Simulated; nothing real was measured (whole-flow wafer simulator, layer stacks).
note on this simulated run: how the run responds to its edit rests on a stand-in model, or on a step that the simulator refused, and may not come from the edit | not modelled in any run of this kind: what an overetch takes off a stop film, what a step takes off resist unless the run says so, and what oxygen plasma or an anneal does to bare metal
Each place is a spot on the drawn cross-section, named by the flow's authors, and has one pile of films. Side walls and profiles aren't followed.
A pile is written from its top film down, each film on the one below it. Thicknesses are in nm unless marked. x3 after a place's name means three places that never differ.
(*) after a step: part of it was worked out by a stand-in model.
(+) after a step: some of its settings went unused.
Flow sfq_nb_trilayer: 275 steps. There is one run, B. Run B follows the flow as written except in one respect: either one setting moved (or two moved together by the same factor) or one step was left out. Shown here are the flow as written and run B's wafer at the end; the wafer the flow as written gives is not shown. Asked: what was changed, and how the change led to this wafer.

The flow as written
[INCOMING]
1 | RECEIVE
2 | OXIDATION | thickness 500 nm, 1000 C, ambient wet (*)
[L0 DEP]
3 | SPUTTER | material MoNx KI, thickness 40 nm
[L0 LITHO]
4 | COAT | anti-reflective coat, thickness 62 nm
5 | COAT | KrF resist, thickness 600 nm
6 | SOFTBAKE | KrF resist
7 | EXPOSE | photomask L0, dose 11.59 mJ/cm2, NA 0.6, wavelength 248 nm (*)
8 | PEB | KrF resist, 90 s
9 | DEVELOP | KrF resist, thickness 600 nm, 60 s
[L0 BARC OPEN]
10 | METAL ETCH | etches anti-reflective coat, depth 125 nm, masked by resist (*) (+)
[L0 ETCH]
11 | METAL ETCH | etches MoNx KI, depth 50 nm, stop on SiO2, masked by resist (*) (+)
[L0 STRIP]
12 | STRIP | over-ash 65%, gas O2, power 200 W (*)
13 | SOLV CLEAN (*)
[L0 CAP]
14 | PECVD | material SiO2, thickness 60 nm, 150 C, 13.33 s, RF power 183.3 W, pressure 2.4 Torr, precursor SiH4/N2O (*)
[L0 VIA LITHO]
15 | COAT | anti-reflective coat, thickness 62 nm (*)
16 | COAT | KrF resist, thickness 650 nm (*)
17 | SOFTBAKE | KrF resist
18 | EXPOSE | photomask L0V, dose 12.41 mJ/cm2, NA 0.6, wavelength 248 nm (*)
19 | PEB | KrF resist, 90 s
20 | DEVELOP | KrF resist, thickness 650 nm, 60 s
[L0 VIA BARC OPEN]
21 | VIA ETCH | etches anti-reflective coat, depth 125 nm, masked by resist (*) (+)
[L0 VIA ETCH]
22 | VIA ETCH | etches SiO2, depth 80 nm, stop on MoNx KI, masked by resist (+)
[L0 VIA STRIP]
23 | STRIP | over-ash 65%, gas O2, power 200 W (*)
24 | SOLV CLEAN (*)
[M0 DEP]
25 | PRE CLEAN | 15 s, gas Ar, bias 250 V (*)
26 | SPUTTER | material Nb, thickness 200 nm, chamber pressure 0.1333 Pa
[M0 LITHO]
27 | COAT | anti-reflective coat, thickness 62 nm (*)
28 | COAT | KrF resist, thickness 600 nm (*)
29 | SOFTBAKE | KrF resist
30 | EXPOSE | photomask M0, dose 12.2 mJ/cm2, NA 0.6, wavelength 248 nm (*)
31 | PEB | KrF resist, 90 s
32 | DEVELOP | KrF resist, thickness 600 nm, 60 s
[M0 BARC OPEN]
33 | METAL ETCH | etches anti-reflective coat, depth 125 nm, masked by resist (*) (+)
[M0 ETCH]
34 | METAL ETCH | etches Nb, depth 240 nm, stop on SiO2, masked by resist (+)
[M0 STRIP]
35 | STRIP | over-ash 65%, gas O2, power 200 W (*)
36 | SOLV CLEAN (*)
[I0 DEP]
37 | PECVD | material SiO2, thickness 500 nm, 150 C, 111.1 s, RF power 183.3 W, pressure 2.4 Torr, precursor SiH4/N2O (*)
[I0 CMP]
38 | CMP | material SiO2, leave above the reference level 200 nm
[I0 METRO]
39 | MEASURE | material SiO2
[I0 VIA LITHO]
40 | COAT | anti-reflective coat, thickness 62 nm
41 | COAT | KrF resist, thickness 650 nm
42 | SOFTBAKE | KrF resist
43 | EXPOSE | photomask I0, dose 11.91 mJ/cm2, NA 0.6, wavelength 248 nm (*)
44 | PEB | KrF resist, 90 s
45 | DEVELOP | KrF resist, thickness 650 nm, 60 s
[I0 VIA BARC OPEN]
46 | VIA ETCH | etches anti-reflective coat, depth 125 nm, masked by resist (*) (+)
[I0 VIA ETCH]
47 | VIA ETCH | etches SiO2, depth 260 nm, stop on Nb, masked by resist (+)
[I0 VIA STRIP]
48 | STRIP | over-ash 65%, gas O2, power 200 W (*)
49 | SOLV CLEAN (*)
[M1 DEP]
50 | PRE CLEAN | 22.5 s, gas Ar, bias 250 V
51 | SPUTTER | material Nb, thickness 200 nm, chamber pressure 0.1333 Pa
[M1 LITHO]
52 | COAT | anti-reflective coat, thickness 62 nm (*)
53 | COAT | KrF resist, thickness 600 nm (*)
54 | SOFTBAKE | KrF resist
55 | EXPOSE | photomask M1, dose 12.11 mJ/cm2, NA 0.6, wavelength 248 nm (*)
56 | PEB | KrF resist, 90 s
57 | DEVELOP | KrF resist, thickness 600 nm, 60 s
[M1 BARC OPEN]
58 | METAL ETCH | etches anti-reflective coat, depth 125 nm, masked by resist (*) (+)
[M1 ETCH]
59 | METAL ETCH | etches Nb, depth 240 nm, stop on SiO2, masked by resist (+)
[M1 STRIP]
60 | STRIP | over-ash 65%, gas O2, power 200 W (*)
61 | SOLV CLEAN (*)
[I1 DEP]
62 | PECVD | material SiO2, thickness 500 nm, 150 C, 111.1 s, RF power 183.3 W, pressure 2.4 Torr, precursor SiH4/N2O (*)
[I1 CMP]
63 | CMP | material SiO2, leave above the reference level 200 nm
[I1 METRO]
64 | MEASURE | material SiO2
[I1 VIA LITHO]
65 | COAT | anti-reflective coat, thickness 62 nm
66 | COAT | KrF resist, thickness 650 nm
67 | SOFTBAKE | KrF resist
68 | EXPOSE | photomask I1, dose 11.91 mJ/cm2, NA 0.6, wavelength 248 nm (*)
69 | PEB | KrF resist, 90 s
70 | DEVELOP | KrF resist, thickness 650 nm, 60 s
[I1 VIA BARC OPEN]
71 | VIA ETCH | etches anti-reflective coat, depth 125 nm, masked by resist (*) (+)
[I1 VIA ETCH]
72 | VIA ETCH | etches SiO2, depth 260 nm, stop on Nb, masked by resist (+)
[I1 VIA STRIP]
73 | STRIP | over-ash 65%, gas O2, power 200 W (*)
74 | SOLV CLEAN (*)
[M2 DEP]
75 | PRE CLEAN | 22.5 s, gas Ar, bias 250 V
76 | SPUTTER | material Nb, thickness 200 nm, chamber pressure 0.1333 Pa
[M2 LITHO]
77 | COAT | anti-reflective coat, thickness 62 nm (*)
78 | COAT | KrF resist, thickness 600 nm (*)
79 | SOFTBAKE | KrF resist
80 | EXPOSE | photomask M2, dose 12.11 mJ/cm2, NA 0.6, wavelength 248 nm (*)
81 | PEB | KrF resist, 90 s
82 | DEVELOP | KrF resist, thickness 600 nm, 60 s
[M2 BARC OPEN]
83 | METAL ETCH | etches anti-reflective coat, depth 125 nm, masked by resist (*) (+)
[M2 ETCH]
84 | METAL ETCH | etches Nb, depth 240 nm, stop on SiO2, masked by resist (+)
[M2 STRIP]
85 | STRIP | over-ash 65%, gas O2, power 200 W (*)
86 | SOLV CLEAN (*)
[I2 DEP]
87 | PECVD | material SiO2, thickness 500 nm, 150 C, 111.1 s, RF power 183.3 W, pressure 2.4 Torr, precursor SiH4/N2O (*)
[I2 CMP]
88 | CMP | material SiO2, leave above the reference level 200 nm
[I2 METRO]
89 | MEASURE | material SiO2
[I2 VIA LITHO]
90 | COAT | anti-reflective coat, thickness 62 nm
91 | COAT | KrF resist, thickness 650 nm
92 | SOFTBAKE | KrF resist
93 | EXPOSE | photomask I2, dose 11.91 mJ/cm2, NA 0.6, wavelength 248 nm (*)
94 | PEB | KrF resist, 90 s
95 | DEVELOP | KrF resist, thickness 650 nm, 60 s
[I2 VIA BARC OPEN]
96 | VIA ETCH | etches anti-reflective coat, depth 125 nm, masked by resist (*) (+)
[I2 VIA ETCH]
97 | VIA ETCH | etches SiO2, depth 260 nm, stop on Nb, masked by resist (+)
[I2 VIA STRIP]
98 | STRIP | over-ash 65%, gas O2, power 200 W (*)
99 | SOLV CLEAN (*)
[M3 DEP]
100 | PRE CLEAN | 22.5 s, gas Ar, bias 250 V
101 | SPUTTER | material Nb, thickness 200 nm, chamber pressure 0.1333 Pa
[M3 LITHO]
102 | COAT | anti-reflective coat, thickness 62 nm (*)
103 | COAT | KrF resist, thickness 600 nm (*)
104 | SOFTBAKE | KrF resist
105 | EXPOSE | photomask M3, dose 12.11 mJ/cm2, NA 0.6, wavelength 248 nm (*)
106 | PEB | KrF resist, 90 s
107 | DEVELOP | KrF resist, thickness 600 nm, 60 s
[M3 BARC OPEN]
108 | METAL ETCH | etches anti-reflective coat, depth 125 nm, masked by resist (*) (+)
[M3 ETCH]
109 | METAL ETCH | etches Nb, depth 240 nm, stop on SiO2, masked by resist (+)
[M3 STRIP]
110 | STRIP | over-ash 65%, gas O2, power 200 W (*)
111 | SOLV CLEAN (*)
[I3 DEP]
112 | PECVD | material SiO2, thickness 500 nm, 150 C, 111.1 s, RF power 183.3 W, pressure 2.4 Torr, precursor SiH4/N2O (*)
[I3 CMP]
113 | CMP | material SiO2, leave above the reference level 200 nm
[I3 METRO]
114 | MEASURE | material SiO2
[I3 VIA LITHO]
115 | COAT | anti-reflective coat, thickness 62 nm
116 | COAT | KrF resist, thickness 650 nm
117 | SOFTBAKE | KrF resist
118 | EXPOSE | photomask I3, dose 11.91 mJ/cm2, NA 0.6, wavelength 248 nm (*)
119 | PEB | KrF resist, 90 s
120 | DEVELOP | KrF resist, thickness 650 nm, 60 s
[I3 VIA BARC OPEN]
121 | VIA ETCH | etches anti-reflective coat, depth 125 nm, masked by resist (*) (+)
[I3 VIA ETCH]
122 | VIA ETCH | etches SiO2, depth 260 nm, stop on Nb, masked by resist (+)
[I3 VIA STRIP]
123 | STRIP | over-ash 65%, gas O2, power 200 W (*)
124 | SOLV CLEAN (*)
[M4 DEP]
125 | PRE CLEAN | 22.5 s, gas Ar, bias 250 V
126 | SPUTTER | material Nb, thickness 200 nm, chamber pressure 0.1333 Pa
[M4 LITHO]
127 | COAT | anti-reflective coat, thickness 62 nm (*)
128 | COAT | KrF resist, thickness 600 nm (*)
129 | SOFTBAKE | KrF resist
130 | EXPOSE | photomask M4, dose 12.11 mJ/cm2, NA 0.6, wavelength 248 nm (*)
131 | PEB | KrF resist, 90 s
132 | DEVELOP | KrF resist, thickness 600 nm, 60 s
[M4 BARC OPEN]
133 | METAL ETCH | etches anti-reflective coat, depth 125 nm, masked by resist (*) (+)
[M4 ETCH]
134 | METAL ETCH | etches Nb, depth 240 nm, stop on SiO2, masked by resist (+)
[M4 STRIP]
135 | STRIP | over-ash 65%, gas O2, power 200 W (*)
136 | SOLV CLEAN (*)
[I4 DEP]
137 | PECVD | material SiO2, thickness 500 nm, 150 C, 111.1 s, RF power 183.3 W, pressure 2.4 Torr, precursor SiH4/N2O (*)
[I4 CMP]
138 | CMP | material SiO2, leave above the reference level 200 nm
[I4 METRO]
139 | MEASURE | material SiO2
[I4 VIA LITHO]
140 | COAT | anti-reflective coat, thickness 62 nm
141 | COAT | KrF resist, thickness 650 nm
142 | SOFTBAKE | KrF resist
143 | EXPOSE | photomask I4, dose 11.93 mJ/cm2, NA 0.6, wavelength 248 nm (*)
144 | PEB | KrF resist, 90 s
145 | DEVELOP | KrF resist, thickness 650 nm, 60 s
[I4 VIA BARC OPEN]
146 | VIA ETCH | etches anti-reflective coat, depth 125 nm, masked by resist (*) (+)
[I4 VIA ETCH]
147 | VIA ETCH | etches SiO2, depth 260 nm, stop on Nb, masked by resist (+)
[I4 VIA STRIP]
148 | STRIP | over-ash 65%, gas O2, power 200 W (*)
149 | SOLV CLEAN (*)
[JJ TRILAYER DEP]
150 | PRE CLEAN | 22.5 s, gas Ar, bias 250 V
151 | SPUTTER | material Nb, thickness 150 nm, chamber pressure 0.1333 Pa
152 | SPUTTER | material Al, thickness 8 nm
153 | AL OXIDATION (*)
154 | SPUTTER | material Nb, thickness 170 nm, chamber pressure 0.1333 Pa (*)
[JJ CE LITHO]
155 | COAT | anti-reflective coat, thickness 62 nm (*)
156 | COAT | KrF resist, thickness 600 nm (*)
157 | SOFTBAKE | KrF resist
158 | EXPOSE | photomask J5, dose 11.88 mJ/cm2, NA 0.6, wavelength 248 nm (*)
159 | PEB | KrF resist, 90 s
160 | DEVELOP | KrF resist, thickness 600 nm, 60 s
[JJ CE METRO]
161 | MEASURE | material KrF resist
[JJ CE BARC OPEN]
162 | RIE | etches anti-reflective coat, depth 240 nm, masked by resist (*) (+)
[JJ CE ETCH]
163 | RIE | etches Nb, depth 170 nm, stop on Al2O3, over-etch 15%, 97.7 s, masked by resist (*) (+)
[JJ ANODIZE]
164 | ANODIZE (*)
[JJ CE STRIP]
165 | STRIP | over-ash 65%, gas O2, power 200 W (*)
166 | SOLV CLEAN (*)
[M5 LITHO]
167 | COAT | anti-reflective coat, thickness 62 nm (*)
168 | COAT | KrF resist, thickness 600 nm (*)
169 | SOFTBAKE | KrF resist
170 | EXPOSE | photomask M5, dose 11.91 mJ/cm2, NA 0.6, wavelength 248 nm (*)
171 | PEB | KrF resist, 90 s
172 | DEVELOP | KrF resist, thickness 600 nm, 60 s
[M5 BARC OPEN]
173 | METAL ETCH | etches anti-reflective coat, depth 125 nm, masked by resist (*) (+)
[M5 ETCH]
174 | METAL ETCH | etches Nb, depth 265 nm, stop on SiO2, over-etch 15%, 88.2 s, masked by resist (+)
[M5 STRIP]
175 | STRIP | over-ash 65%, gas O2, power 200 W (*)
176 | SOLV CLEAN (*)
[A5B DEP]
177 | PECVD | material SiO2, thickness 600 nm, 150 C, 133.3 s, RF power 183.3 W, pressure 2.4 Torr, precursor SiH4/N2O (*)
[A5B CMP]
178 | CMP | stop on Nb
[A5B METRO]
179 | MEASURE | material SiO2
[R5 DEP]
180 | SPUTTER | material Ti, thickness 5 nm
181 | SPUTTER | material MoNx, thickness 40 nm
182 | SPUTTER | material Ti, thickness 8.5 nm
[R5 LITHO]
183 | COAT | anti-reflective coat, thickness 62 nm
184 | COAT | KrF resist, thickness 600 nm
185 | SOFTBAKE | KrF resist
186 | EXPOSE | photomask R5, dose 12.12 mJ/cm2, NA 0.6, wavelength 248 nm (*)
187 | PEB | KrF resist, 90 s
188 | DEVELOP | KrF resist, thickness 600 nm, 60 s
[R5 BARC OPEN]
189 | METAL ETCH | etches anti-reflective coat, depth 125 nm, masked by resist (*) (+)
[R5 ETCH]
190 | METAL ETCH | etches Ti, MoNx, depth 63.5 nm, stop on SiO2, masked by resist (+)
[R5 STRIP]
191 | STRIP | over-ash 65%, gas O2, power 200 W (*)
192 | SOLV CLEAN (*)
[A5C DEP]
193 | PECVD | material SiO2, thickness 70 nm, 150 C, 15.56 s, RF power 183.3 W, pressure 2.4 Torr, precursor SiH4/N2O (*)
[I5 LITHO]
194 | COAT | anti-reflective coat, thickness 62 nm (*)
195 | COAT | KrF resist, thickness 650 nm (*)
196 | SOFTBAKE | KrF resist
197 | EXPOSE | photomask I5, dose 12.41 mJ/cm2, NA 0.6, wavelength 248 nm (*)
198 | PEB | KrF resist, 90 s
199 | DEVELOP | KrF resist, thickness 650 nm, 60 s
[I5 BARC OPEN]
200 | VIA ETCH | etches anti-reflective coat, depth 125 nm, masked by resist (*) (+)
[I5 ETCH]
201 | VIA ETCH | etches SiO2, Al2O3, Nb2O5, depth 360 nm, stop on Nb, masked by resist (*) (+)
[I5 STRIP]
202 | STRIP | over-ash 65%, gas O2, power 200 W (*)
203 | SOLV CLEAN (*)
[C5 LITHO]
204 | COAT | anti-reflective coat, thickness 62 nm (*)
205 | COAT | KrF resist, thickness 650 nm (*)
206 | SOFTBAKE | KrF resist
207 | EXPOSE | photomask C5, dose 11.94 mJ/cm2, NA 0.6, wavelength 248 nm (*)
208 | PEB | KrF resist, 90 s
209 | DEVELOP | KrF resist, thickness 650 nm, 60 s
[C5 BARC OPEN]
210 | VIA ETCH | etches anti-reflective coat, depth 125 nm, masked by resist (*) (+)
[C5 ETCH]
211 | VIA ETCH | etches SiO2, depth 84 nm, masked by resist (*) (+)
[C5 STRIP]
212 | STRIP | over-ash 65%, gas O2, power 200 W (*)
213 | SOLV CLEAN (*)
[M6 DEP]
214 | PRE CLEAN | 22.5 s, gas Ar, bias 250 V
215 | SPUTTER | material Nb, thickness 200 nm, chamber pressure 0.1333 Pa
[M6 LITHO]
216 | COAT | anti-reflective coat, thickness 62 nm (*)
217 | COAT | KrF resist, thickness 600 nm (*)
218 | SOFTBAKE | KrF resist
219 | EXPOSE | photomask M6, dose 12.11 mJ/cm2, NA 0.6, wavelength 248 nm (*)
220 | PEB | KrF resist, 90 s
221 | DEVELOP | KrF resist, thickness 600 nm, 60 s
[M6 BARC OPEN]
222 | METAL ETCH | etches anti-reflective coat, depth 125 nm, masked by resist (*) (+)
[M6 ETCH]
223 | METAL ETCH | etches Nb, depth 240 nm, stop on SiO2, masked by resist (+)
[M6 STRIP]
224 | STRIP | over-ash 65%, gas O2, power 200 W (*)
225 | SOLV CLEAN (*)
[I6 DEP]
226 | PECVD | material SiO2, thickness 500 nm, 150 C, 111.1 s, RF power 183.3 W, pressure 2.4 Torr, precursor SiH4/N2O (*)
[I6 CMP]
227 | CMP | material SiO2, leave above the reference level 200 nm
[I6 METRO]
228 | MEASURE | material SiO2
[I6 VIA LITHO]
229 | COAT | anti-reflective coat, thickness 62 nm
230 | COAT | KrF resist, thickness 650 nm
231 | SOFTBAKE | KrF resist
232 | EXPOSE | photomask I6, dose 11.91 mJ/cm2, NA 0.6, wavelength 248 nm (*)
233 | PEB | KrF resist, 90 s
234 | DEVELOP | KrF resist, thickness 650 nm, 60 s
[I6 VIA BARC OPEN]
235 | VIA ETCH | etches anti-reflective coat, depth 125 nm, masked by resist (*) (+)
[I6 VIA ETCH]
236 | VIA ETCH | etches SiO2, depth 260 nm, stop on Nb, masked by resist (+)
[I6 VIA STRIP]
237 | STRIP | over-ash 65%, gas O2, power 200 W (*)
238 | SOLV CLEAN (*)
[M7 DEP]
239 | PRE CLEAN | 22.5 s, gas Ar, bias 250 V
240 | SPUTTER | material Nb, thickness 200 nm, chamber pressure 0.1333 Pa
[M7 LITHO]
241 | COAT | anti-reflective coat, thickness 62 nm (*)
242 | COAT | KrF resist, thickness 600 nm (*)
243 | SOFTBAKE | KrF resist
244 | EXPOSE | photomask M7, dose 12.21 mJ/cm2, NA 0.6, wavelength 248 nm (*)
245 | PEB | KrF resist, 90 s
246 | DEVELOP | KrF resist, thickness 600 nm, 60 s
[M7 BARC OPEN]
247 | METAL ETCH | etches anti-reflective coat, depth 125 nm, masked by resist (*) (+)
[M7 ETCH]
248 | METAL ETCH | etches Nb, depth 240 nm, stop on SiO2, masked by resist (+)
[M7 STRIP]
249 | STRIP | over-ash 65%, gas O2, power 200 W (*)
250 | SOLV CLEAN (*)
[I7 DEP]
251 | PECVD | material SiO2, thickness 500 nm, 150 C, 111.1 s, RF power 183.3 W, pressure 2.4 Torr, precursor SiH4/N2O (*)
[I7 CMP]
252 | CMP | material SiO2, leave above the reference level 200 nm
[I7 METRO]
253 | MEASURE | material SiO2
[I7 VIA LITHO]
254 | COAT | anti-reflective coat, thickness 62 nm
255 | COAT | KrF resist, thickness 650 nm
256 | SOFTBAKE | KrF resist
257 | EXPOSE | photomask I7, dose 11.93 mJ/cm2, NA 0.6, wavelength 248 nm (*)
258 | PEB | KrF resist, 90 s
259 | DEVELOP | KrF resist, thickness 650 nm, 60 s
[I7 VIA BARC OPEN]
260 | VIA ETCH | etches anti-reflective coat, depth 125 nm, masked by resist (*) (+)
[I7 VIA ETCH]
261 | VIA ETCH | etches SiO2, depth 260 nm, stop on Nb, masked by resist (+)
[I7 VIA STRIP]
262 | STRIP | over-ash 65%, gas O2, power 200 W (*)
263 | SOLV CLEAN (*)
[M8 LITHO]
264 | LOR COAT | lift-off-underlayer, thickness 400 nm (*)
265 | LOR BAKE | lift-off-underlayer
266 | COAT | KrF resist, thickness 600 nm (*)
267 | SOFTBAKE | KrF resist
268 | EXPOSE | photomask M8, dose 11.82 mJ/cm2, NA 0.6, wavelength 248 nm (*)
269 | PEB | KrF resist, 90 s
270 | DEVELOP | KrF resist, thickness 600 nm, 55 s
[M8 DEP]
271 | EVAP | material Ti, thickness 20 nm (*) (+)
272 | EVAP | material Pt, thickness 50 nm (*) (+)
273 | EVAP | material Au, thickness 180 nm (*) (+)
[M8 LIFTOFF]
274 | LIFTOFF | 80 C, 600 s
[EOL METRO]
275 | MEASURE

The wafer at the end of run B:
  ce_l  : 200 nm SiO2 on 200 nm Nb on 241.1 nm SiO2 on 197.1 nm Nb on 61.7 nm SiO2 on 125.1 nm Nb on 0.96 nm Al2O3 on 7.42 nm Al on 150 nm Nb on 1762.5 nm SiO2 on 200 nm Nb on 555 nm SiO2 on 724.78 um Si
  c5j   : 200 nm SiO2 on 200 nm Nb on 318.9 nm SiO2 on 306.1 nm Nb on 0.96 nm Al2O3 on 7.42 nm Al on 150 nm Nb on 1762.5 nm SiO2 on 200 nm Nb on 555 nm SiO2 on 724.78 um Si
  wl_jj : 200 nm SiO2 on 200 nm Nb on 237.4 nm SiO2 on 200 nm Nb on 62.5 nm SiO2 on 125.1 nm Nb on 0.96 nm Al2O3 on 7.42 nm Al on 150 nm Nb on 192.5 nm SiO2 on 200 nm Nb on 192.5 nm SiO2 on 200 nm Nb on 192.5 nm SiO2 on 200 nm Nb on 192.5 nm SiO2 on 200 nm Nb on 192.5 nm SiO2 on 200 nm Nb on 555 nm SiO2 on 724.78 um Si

The reason: step 190, METAL ETCH: depth 98.4 nm was run, while the flow as written has depth 63.5 nm.

The path from the change to this, step by step:
  190 | METAL ETCH | etches Ti, MoNx, depth 63.5 nm, stop on SiO2, masked by resist (+)
      be_r, r_sur, res, r_end, r5r_line_l, r5r_line_c, r5r_line_r: KrF resist loses 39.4 (as written it would have been: KrF resist loses 25.4)
      ce_l, c5j, ce_r, wl_jj: Ti loses 8.5 (all of it), MoNx loses 40 (all of it), Ti loses 5 (all of it), Nb loses 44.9 (as written it would have been: Ti loses 8.5 (all of it), MoNx loses 40 (all of it), Ti loses 5 (all of it), Nb loses 10)
  191 | STRIP | over-ash 65%, gas O2, power 200 W (*)
      be_r, r_sur, res, r_end, r5r_line_l, r5r_line_c, r5r_line_r: KrF resist loses 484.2 (all of it), anti-reflective coat loses 62 (all of it) (as written it would have been: KrF resist loses 498.2 (all of it), anti-reflective coat loses 62 (all of it))
  194 | COAT | anti-reflective coat, thickness 62 nm (*)
      wl_j_sl, wl_j_sr: anti-reflective coat gains 54.9 (new film) (as written it would have been: anti-reflective coat gains 60.2 (new film))
      jj_sur: anti-reflective coat gains 55.4 (new film) (as written it would have been: anti-reflective coat gains 60.8 (new film))
      (as well as at 5 more places)
  195 | COAT | KrF resist, thickness 650 nm (*)
      c5j: KrF resist gains 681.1 (new film) (as written it would have been: KrF resist gains 662.7 (new film))
      wl_jj: KrF resist gains 672 (new film) (as written it would have been: KrF resist gains 654.8 (new film))
  202 | STRIP | over-ash 65%, gas O2, power 200 W (*)
      wl_j_sl, wl_j_sr: KrF resist loses 333 (all of it), anti-reflective coat loses 54.9 (all of it) (as written it would have been: KrF resist loses 333.3 (all of it), anti-reflective coat loses 60.2 (all of it))
      jj_sur: KrF resist loses 337.4 (all of it), anti-reflective coat loses 55.4 (all of it) (as written it would have been: KrF resist loses 337.2 (all of it), anti-reflective coat loses 60.8 (all of it))
      (as well as at 5 more places)
  204 | COAT | anti-reflective coat, thickness 62 nm (*)
      wl_j_sl, wl_j_sr: anti-reflective coat gains 54.9 (new film) (as written it would have been: anti-reflective coat gains 60.2 (new film))
      jj_sur: anti-reflective coat gains 54.2 (new film) (as written it would have been: anti-reflective coat gains 59.5 (new film))
      (as well as at 5 more places)
  205 | COAT | KrF resist, thickness 650 nm (*)
      c5j: KrF resist gains 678 (new film) (as written it would have been: KrF resist gains 659.4 (new film))
      wl_jj: KrF resist gains 672 (new film) (as written it would have been: KrF resist gains 654.8 (new film))
  209 | DEVELOP | KrF resist, thickness 650 nm, 60 s
      c5j: KrF resist loses 676.5 (all of it) (as written it would have been: KrF resist loses 658.1 (all of it))
  210 | VIA ETCH | etches anti-reflective coat, depth 125 nm, masked by resist (*) (+)
      c5j: anti-reflective coat loses 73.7 (all of it), SiO2 loses 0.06 (as written it would have been: anti-reflective coat loses 63.9 (all of it), SiO2 loses 0.11)
  212 | STRIP | over-ash 65%, gas O2, power 200 W (*)
      wl_j_sl, wl_j_sr: KrF resist loses 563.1 (all of it), anti-reflective coat loses 54.9 (all of it) (as written it would have been: KrF resist loses 563.4 (all of it), anti-reflective coat loses 60.2 (all of it))
      jj_sur: KrF resist loses 562.1 (all of it), anti-reflective coat loses 54.2 (all of it) (as written it would have been: KrF resist loses 562 (all of it), anti-reflective coat loses 59.5 (all of it))
      (as well as at 4 more places)
  216 | COAT | anti-reflective coat, thickness 62 nm (*)
      wl_j_sl, wl_j_sr: anti-reflective coat gains 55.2 (new film) (as written it would have been: anti-reflective coat gains 60.2 (new film))
      jj_sur: anti-reflective coat gains 50.6 (new film) (as written it would have been: anti-reflective coat gains 56.1 (new film))
      (as well as at 5 more places)
  217 | COAT | KrF resist, thickness 600 nm (*)
      ce_l: KrF resist gains 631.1 (new film) (as written it would have been: KrF resist gains 614.7 (new film))
      c5j: KrF resist gains 655.1 (new film) (as written it would have been: KrF resist gains 636 (new film))
      (as well as at 2 more places)
  224 | STRIP | over-ash 65%, gas O2, power 200 W (*)
      wl_j_sl, wl_j_sr: KrF resist loses 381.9 (all of it), anti-reflective coat loses 55.2 (all of it) (as written it would have been: KrF resist loses 382.5 (all of it), anti-reflective coat loses 60.2 (all of it))
      jj_sur: KrF resist loses 378 (all of it), anti-reflective coat loses 50.6 (all of it) (as written it would have been: KrF resist loses 378.5 (all of it), anti-reflective coat loses 56.1 (all of it))
      (as well as at 5 more places)
  227 | CMP | material SiO2, leave above the reference level 200 nm
      ce_l, ce_r: SiO2 loses 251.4 (as written it would have been: SiO2 loses 290)
      c5j: SiO2 loses 184.4 (as written it would have been: SiO2 loses 223)
      (as well as at 1 more place)
